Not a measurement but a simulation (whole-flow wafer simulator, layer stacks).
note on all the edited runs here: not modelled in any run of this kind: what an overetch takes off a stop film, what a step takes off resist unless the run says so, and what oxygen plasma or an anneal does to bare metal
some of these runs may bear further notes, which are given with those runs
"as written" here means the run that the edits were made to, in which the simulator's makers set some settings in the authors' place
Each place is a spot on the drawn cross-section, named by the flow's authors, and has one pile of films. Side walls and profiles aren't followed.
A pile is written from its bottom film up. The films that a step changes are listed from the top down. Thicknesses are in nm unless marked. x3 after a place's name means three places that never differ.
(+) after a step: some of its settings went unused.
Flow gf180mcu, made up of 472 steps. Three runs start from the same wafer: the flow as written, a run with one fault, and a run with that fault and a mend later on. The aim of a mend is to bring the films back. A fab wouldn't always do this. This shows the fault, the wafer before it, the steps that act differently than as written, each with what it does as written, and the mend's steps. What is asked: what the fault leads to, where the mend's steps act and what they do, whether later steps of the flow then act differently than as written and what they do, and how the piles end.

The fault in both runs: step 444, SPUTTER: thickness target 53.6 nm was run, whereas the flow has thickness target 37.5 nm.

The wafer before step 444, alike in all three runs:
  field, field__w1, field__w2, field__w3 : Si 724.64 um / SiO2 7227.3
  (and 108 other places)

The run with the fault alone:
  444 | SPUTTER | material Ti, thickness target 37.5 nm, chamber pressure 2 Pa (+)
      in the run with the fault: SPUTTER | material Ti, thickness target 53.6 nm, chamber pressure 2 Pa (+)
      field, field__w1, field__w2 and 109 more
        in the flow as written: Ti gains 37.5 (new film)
        in the run with the fault: Ti gains 53.6 (new film)
  Later steps of the flow acting differently than as written (4 other steps are not shown; they differ only slightly, by no more than 2% or 0.5 nm, whichever is larger):
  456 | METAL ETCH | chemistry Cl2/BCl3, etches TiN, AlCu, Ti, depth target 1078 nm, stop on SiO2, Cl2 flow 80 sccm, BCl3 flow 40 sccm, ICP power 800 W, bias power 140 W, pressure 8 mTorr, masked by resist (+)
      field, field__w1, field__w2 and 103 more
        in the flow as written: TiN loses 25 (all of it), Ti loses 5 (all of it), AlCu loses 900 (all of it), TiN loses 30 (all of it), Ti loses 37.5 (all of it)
        in the run with the fault: TiN loses 25 (all of it), Ti loses 5 (all of it), AlCu loses 900 (all of it), TiN loses 30 (all of it), Ti loses 53.6 (all of it)
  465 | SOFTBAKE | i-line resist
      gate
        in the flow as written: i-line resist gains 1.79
        in the run with the fault: i-line resist loses 0.23
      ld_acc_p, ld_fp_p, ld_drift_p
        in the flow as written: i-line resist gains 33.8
        in the run with the fault: i-line resist gains 27.6
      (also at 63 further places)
  At field__w8, contact, m1, m1__w1, pad, m1_nw, the piles at the end differ from the flow's by more than 2% or 0.5 nm, whichever is larger.
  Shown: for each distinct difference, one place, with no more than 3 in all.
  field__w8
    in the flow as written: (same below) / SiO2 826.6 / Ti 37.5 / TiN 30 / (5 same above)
    in the run with the fault: (same below) / SiO2 826.6 / Ti 53.6 / TiN 30 / (5 same above)
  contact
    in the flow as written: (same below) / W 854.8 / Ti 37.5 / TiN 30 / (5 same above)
    in the run with the fault: (same below) / W 854.8 / Ti 53.6 / TiN 30 / (5 same above)
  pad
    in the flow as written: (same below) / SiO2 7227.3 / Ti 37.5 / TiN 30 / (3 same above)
    in the run with the fault: (same below) / SiO2 7227.3 / Ti 53.6 / TiN 30 / (3 same above)

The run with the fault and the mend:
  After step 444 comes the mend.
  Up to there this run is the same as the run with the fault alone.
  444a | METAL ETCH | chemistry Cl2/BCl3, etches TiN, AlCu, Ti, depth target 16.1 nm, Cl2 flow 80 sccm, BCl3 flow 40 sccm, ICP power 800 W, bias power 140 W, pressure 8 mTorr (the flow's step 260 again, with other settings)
      field, field__w1, field__w2 and 109 more
        Ti loses 16.1
  None of the later steps of the flow acts differently than as written at any place that is followed.
  At every place that both follow, the piles at the end match the flow's.
